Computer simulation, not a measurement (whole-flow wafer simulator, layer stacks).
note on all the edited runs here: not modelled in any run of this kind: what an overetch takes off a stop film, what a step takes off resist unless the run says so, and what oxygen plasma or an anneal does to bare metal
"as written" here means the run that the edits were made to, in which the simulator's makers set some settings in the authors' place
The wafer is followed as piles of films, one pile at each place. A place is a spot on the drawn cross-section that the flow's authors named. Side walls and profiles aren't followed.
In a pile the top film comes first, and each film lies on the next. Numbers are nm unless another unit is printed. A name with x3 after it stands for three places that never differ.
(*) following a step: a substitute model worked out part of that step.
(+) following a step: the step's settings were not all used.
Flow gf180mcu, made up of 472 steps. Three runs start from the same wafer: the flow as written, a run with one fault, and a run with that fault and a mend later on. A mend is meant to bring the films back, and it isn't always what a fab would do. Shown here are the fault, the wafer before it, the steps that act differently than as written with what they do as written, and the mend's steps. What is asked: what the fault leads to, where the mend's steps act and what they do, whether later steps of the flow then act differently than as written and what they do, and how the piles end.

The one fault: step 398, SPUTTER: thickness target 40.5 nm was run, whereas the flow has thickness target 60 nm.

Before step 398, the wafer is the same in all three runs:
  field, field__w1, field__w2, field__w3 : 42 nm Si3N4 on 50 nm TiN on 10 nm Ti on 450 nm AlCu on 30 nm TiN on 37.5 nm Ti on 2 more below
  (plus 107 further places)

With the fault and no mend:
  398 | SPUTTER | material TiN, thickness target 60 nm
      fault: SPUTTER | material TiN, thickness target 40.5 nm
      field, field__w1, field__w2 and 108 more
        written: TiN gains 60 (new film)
        fault: TiN gains 40.5 (new film)
  Steps further on in the flow that do not act as written (7 more steps, not shown, differ only slightly: by at most 2% or 0.5 nm, whichever is larger):
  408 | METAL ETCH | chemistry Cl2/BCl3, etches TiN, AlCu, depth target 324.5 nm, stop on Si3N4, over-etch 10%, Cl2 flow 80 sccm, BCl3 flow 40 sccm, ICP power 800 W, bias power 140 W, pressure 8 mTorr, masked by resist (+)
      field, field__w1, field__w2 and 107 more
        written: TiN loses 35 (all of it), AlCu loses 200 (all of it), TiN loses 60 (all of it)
        fault: TiN loses 35 (all of it), AlCu loses 200 (all of it), TiN loses 40.5 (all of it)
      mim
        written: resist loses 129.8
        fault: resist loses 121.2
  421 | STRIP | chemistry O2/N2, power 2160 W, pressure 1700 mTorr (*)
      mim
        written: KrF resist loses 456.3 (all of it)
        fault: KrF resist loses 470.9 (all of it)
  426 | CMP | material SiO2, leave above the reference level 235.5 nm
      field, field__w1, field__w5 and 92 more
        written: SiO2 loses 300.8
        fault: SiO2 loses 320.3
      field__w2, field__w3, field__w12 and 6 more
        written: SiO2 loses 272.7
        fault: SiO2 loses 292.2
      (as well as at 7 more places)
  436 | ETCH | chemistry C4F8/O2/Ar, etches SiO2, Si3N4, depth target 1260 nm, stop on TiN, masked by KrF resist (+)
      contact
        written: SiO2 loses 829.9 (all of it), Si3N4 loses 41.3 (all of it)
        fault: SiO2 loses 810.4 (all of it), Si3N4 loses 41.3 (all of it)
  At field__w8, contact, m1, m1__w1, mim, m1_nw, the piles at the end differ from the flow's by more than 2% or 0.5 nm, whichever is larger.
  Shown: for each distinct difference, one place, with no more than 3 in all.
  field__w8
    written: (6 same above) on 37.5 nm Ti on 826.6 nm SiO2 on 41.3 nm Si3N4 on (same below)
    fault: (6 same above) on 37.5 nm Ti on 807.1 nm SiO2 on 41.3 nm Si3N4 on (same below)
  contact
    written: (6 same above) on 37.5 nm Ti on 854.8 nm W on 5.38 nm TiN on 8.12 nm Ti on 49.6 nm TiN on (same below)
    fault: (6 same above) on 37.5 nm Ti on 835.1 nm W on 5.44 nm TiN on 8.21 nm Ti on 49.6 nm TiN on (same below)
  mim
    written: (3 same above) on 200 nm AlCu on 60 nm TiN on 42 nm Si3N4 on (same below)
    fault: (3 same above) on 200 nm AlCu on 40.5 nm TiN on 42 nm Si3N4 on (same below)

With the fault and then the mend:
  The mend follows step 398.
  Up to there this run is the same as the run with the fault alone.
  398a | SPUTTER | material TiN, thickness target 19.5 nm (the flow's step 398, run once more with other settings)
      field, field__w1, field__w2 and 108 more
        TiN gains 19.5
  Later steps of the flow that are run all act as written at every place that is followed.
  By the end, the piles equal the flow's at every place that both follow.
